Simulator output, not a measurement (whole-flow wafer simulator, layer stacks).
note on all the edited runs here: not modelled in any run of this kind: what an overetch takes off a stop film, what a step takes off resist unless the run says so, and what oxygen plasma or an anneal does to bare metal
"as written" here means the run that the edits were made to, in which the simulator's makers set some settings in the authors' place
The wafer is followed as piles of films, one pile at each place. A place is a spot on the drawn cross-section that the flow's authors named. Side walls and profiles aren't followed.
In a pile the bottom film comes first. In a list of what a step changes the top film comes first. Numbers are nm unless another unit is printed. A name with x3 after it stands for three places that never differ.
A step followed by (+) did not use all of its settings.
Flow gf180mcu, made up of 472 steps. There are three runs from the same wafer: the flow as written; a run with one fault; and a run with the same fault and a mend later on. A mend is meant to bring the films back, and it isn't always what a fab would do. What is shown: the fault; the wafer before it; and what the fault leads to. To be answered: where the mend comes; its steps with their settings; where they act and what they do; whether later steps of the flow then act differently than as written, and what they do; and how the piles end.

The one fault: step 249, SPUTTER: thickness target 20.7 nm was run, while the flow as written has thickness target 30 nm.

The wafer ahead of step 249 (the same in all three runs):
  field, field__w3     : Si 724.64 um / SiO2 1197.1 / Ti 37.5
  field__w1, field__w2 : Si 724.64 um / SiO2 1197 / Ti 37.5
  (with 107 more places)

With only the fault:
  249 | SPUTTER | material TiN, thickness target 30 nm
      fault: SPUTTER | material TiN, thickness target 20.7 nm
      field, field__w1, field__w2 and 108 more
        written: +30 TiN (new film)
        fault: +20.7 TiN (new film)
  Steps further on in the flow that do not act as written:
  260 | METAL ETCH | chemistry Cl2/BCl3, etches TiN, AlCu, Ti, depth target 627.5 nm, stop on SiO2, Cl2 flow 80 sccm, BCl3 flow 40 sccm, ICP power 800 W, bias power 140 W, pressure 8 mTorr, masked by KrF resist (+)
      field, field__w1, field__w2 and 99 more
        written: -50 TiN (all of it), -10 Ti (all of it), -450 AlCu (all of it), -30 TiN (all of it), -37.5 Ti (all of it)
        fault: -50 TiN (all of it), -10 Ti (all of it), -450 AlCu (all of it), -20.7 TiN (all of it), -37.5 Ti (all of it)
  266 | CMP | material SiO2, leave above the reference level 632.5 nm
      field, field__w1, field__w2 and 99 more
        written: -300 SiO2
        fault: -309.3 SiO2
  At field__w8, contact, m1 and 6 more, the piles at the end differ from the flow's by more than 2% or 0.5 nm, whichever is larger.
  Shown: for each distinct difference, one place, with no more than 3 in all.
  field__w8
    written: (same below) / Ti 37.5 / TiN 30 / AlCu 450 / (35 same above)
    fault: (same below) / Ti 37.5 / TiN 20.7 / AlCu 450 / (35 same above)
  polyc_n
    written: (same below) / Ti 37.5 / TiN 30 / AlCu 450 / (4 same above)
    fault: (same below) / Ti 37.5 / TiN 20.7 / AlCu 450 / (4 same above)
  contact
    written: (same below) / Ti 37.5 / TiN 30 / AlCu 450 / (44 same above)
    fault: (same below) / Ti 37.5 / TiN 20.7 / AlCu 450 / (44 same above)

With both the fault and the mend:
  After step 249 comes the mend.
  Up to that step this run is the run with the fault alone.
  249a | SPUTTER | material TiN, thickness target 9.3 nm (the flow's step 249 again, with other settings)
      field, field__w1, field__w2 and 108 more
        +9.3 TiN
  None of the later steps of the flow acts differently than as written at any place that is followed.
  At every place that both follow, the piles at the end match the flow's.
